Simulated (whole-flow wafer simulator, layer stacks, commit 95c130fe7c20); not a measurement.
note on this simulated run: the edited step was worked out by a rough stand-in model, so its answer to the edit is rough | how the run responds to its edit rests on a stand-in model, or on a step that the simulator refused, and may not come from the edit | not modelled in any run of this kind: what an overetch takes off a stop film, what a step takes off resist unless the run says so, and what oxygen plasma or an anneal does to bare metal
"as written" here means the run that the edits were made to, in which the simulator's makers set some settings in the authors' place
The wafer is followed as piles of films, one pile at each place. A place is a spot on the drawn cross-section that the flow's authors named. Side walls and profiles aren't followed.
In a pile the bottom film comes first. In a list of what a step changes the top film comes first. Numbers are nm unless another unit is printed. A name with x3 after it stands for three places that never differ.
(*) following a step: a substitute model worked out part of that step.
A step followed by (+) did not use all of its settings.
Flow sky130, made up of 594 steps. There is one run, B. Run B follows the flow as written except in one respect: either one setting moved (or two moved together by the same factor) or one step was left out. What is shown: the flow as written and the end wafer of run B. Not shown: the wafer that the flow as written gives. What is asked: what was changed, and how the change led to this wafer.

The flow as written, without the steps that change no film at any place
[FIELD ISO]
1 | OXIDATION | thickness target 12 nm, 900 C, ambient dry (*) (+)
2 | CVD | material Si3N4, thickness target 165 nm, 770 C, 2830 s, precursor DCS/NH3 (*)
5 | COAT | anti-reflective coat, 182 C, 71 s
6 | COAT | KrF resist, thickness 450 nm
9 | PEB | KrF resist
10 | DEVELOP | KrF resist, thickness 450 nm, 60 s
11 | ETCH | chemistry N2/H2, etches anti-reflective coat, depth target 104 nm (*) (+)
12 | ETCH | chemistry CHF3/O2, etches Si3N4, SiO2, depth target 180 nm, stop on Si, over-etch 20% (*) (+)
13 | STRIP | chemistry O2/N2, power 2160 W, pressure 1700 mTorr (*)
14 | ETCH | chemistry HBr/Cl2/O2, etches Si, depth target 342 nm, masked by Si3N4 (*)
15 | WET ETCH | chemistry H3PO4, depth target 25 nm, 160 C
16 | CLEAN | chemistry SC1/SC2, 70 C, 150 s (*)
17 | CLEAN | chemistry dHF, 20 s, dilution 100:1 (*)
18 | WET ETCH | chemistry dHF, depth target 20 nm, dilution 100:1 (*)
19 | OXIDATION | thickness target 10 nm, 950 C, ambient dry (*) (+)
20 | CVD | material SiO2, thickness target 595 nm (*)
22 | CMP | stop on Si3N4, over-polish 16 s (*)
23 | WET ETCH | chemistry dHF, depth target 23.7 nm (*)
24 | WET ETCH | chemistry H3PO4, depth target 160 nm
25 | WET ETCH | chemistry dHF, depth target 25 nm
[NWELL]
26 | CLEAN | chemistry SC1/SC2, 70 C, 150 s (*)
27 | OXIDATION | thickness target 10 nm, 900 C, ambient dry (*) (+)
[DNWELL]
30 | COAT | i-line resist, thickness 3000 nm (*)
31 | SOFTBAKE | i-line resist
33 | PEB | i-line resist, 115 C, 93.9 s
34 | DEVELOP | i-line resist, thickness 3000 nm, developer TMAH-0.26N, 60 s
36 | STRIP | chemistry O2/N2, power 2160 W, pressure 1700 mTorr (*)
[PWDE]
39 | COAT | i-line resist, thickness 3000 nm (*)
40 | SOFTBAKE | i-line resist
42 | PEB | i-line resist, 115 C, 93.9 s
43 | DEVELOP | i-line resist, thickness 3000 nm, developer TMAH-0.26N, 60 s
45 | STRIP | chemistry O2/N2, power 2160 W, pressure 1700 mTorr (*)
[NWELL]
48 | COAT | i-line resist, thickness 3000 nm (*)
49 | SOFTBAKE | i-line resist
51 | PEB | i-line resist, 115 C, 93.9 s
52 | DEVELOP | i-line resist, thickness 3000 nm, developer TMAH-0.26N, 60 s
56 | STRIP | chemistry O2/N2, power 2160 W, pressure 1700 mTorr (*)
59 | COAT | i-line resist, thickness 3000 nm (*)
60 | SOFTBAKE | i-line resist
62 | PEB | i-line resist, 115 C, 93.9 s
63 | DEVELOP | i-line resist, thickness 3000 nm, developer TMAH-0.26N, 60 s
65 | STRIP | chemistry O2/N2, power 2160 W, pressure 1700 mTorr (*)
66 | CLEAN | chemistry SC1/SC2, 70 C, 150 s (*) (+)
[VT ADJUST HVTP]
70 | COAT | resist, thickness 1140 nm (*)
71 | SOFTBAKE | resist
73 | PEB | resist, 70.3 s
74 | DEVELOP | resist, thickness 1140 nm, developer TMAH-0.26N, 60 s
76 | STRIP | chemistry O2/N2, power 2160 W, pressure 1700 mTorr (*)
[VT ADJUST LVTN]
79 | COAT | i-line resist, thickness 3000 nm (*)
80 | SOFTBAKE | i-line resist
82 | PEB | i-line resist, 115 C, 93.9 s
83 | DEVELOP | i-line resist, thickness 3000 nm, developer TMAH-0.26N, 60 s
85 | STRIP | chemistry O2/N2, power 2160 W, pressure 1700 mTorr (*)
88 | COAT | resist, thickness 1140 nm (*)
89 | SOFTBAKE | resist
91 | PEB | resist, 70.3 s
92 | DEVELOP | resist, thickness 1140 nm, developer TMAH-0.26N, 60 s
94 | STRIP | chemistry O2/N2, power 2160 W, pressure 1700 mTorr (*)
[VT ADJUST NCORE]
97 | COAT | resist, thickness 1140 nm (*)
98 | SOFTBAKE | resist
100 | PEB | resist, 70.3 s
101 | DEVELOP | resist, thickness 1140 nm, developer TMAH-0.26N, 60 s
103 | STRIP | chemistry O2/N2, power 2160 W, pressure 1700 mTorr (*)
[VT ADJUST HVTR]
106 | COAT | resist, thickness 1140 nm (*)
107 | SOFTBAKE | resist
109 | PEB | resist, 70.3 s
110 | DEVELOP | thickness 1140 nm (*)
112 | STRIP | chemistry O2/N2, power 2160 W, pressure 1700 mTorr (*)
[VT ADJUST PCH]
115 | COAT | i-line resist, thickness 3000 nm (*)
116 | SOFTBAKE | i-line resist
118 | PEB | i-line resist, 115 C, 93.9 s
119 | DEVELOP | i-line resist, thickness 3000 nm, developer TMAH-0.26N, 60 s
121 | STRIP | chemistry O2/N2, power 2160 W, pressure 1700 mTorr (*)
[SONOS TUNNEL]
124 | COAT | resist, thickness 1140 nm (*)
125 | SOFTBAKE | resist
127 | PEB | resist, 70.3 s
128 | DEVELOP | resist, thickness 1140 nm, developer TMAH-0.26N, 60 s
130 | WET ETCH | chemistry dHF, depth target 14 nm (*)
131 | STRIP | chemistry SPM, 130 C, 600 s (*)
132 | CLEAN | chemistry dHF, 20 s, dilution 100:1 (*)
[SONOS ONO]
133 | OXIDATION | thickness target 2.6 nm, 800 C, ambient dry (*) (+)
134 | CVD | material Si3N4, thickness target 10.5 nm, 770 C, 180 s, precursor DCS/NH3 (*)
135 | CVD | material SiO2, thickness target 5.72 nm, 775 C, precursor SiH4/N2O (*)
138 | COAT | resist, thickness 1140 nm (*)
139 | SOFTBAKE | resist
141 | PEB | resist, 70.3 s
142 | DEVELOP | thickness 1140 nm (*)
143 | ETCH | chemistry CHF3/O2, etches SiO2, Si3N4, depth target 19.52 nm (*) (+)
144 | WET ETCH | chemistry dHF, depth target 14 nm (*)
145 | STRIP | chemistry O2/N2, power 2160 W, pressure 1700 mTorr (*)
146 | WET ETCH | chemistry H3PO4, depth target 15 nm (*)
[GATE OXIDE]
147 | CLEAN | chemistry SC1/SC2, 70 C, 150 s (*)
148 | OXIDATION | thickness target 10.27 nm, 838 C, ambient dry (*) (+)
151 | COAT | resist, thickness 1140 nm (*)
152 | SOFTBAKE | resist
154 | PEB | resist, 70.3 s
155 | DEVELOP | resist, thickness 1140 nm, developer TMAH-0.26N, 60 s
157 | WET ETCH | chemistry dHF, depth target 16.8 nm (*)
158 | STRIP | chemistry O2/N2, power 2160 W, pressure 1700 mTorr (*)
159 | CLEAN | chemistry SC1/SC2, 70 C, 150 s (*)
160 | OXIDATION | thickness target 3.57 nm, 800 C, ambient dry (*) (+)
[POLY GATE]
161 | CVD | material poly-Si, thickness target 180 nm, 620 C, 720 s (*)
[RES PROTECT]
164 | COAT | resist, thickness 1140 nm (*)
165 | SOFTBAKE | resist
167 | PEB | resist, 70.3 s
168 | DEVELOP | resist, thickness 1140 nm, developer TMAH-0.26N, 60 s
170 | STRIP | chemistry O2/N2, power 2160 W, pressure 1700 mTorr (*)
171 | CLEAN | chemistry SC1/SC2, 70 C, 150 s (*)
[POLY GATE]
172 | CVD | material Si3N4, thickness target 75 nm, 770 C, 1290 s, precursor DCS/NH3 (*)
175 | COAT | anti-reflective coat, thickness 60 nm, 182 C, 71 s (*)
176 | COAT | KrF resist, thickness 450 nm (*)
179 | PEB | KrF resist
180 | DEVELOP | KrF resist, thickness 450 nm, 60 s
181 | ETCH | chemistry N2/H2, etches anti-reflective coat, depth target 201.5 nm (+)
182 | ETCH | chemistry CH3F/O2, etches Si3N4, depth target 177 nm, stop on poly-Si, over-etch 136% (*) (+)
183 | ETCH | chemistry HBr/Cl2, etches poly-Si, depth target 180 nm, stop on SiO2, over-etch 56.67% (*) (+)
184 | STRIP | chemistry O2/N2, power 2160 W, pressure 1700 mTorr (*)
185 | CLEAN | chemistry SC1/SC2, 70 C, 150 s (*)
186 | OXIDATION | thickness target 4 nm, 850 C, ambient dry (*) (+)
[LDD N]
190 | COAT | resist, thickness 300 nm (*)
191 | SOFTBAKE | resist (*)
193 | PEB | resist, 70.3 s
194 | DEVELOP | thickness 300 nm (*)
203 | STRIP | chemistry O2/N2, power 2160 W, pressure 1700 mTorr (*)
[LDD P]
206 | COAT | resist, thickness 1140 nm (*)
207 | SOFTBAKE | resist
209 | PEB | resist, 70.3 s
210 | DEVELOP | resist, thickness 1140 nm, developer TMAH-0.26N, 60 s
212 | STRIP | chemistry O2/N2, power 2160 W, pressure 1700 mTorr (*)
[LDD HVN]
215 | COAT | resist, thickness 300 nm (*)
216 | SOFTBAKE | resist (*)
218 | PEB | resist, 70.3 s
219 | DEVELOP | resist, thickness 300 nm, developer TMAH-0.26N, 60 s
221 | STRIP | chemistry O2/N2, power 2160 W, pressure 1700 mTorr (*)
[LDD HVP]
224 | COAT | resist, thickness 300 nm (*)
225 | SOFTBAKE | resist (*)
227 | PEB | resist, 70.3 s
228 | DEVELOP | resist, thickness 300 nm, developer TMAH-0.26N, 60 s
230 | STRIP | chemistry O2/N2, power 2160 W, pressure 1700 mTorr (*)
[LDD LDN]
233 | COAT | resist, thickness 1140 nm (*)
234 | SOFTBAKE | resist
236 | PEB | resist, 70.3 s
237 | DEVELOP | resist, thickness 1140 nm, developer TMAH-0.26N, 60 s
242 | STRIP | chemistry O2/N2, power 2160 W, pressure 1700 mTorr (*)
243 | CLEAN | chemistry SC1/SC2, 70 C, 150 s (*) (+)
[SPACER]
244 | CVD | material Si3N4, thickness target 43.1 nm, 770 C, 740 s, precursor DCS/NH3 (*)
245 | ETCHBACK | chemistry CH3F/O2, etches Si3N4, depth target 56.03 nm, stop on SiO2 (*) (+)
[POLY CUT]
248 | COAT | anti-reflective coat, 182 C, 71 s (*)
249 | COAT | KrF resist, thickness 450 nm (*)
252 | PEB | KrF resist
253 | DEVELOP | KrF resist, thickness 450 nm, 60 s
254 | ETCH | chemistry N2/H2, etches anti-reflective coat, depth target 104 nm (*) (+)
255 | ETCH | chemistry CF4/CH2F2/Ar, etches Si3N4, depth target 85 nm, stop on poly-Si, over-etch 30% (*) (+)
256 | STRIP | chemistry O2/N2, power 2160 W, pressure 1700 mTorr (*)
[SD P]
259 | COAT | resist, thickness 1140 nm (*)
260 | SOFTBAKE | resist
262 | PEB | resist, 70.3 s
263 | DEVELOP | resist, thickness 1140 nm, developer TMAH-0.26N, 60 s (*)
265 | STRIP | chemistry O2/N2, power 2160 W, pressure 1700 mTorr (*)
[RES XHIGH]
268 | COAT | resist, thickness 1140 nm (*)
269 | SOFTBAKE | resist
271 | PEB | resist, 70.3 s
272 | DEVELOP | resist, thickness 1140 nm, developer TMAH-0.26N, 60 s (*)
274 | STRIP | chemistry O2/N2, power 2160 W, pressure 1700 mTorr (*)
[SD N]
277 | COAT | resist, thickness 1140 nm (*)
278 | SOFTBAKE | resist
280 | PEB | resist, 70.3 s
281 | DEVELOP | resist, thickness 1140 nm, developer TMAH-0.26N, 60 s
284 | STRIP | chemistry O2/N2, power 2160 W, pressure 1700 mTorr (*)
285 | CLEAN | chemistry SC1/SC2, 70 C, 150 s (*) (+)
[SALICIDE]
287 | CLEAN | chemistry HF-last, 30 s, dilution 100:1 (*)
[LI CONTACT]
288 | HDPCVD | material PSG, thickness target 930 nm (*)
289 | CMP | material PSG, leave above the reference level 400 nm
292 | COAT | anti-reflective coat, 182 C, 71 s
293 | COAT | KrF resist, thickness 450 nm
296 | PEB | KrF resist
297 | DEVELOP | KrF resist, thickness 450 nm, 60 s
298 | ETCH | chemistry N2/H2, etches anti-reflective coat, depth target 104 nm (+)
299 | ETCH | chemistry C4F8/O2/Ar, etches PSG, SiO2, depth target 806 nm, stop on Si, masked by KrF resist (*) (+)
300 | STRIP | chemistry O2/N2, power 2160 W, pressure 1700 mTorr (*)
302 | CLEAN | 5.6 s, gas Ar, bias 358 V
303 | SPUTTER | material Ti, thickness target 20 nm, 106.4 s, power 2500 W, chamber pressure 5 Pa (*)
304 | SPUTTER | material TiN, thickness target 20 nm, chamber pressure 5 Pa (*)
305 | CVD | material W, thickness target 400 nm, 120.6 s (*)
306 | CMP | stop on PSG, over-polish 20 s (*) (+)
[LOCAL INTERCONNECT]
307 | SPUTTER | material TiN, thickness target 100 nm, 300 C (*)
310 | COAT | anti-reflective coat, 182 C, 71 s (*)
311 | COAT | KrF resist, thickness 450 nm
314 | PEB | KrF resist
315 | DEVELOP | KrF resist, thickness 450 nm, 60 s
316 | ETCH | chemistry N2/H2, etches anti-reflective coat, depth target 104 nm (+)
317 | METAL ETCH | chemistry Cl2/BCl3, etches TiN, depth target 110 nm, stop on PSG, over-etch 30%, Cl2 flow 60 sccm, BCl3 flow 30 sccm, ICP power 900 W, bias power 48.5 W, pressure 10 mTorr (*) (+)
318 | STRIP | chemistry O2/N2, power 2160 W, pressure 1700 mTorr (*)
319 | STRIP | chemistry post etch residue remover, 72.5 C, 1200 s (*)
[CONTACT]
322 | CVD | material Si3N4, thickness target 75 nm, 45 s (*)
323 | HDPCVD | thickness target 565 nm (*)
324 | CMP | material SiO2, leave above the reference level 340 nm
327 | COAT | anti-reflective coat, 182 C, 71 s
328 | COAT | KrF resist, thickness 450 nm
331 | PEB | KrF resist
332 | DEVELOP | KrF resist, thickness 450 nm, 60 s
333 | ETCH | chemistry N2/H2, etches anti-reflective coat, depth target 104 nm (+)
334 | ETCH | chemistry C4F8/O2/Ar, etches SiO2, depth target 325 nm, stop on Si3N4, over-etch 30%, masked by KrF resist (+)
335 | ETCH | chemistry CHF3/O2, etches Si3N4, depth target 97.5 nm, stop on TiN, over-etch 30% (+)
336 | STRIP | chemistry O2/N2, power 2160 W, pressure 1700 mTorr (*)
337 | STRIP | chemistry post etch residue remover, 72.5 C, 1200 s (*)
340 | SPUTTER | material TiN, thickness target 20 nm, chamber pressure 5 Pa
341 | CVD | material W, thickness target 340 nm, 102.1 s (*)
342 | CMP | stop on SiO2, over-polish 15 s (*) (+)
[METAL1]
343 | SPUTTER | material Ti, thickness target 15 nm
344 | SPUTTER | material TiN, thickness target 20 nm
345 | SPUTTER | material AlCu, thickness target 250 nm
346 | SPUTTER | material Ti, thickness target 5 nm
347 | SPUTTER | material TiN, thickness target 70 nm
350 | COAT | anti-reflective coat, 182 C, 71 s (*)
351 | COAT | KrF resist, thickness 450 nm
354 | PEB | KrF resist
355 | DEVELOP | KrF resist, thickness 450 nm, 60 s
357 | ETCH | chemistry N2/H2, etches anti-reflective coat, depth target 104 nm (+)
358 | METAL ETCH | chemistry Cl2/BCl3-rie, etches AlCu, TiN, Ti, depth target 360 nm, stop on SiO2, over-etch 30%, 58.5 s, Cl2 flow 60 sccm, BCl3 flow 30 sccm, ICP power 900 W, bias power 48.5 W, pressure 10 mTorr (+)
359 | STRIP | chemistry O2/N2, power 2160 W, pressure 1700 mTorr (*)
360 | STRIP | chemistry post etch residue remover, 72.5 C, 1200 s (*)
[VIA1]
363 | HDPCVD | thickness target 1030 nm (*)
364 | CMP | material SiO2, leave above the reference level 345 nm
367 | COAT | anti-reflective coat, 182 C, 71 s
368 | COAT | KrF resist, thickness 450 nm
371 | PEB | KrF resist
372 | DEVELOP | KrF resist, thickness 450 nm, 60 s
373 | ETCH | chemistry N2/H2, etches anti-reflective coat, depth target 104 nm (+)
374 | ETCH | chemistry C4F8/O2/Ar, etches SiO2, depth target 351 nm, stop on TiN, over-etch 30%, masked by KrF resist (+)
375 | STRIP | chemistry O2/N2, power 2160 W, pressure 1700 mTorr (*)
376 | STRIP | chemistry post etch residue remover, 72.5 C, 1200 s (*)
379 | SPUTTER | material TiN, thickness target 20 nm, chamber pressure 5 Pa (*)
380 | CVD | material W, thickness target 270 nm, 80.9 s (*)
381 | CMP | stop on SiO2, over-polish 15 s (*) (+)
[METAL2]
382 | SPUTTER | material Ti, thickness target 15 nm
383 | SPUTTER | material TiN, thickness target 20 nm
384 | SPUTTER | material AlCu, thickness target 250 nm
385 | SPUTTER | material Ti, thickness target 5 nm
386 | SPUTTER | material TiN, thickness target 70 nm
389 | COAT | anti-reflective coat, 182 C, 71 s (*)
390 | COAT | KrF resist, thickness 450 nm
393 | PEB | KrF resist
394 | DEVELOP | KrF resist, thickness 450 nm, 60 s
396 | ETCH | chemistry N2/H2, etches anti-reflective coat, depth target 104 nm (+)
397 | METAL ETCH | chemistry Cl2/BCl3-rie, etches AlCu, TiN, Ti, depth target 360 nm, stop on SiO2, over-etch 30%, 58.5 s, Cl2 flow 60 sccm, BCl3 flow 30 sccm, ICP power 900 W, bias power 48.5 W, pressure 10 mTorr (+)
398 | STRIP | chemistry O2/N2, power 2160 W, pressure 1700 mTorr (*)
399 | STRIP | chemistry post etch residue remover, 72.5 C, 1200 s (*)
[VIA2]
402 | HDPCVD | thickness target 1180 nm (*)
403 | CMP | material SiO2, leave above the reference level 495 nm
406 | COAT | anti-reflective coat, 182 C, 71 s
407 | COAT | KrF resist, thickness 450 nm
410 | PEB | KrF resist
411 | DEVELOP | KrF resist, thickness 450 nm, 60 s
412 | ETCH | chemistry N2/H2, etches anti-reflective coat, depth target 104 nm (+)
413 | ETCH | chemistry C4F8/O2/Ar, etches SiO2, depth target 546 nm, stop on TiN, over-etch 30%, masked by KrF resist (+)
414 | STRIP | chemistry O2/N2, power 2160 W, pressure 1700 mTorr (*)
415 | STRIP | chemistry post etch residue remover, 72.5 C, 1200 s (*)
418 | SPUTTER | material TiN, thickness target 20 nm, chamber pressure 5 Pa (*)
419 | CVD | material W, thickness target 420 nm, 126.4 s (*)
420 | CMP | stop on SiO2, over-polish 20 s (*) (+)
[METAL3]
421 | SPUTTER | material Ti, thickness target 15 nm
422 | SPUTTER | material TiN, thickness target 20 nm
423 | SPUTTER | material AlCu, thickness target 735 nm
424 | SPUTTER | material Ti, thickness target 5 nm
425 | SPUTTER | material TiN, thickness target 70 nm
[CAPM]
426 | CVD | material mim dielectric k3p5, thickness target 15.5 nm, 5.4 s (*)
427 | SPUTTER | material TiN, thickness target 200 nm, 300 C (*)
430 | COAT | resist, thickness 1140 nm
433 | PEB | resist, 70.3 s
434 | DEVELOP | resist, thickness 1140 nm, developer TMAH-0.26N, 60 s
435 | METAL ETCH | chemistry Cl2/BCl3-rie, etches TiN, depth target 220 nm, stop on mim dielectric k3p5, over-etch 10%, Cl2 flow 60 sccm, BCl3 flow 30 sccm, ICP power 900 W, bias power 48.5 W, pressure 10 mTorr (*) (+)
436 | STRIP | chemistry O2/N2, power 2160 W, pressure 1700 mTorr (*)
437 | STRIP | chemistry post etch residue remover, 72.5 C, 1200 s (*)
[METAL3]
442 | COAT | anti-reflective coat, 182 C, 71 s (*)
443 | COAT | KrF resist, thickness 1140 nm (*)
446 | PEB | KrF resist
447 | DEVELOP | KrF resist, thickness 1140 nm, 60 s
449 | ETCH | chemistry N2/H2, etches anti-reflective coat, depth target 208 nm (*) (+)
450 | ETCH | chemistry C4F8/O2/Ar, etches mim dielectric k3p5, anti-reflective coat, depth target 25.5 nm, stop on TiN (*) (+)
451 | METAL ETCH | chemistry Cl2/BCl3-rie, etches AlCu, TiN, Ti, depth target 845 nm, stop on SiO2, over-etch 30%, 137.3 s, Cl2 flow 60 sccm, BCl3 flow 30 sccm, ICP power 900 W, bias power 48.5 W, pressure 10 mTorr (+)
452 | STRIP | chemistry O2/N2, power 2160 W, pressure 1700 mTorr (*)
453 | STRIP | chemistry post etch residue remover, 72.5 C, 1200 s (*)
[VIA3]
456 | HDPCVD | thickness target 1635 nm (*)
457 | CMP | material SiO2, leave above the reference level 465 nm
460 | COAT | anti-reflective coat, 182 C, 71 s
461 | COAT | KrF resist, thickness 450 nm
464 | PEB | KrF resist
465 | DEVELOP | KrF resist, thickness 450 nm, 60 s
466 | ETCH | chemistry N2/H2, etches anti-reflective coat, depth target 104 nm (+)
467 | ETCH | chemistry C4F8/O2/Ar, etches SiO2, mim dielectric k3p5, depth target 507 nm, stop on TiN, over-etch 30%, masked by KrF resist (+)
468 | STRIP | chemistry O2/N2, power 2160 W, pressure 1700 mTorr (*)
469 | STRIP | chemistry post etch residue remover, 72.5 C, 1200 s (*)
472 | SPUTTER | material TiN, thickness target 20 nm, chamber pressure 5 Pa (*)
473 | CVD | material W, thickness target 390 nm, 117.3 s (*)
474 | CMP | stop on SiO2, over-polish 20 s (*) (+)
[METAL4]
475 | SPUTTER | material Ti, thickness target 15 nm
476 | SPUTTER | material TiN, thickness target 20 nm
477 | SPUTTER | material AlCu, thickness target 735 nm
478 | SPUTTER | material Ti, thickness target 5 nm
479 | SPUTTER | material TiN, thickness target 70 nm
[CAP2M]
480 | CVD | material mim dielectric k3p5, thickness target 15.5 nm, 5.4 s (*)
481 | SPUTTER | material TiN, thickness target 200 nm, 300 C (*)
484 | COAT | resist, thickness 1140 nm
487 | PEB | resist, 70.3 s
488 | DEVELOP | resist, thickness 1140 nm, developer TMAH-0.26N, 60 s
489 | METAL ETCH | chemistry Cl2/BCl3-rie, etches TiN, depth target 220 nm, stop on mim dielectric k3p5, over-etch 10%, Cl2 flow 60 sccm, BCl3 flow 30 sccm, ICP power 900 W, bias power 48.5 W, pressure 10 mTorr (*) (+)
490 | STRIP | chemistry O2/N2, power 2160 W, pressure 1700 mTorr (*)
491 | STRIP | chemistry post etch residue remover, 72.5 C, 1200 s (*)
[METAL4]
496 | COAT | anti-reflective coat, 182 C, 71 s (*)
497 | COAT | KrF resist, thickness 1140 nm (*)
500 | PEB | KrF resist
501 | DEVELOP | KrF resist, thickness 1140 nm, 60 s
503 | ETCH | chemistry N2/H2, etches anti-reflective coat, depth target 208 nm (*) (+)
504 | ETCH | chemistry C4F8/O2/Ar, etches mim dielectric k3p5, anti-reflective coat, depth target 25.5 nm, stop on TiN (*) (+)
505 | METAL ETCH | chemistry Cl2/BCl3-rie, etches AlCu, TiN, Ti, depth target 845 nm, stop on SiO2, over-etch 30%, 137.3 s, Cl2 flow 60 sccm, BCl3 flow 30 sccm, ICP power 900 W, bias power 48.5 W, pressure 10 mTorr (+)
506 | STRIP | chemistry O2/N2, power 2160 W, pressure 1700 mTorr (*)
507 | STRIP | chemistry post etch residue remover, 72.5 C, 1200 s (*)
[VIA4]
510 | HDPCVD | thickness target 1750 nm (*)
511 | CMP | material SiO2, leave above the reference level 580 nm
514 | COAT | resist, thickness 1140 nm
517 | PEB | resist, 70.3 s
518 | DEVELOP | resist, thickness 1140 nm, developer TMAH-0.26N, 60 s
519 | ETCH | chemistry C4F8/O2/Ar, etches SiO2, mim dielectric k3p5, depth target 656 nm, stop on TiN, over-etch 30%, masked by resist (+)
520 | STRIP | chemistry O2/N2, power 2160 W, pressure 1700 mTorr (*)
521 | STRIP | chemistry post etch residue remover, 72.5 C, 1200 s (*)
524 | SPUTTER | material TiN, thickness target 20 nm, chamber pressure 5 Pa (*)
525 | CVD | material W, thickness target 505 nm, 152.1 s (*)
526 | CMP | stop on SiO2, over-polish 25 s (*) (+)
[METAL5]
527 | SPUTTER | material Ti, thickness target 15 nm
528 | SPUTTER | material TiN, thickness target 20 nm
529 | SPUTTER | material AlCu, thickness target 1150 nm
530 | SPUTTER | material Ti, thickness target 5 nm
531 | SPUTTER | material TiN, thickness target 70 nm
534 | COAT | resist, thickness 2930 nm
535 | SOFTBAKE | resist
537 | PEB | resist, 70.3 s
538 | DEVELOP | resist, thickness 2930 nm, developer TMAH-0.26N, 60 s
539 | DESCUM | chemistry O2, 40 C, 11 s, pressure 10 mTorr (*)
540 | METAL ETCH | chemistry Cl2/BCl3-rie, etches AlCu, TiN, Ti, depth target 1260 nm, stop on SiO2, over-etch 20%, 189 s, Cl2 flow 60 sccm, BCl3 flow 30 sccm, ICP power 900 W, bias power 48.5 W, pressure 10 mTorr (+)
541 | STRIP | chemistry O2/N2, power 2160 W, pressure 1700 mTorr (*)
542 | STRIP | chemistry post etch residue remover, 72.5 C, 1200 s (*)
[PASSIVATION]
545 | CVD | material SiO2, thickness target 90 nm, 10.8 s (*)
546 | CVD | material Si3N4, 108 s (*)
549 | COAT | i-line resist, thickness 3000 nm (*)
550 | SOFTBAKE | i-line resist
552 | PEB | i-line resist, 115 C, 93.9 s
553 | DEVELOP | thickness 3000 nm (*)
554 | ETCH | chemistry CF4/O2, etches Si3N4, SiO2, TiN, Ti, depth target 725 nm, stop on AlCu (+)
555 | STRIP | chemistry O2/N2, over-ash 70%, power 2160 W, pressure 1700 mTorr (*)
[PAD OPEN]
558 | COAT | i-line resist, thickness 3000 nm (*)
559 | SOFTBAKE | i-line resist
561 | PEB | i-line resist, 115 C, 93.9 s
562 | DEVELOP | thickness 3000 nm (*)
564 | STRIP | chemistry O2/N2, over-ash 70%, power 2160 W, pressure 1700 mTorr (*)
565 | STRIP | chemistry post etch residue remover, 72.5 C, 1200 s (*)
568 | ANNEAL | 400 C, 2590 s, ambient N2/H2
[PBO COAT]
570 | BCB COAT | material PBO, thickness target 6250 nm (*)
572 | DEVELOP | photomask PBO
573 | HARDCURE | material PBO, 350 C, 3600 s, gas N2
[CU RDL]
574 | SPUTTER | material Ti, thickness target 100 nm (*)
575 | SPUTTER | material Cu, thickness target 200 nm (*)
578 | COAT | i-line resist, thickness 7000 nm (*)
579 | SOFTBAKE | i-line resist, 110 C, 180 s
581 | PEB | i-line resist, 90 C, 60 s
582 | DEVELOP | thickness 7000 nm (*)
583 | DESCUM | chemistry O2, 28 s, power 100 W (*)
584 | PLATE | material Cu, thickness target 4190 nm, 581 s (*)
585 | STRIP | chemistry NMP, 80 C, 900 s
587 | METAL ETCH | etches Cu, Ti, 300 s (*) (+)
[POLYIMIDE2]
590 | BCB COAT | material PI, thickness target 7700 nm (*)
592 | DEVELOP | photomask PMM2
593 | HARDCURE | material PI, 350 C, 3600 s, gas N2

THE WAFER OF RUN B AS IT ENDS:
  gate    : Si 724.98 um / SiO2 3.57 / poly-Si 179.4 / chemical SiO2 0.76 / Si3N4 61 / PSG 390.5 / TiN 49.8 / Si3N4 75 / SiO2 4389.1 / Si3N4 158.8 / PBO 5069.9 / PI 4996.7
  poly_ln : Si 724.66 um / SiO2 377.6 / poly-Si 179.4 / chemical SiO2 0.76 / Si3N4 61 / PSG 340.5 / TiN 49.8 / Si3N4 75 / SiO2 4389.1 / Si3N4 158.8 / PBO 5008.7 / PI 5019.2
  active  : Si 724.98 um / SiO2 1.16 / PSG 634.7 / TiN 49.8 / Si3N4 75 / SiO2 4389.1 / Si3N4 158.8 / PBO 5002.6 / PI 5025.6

What caused this: step 317, METAL ETCH: depth target 48.4 nm was run, whereas the flow has depth target 110 nm.

Step by step, how the change led to this:
  317 | METAL ETCH | chemistry Cl2/BCl3, etches TiN, depth target 110 nm, stop on PSG, over-etch 30%, Cl2 flow 60 sccm, BCl3 flow 30 sccm, ICP power 900 W, bias power 48.5 W, pressure 10 mTorr (*) (+)
      field, active, gate and 88 more: -48.4 TiN (as written it would have been: -98.7 TiN (all of it))
      n_well, p_well, gate_hv and 97 more: -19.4 KrF resist (as written it would have been: -44 KrF resist)
  318 | STRIP | chemistry O2/N2, power 2160 W, pressure 1700 mTorr (*)
      n_well, p_well, gate_hv and 93 more: -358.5 KrF resist (all of it), -80 anti-reflective coat (all of it) (as written it would have been: -333.8 KrF resist (all of it), -80 anti-reflective coat (all of it))
      poly_licon, ndiff_licon, ndiff_licon_cpp, rpo_hd_licon: -358.5 KrF resist (all of it), -80.5 anti-reflective coat (all of it) (as written it would have been: -333.9 KrF resist (all of it), -80.5 anti-reflective coat (all of it))
  324 | CMP | material SiO2, leave above the reference level 340 nm
      field, active, gate and 88 more: -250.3 SiO2 (as written it would have been: -200.4 SiO2)
If metal films that touch count as one body, gate has 1 body; the flow as written gives 0 bodies.
If metal films that touch count as one body, poly_ln has 1 body; the flow as written gives 0 bodies.
If metal films that touch count as one body, active has 1 body; the flow as written gives 0 bodies.
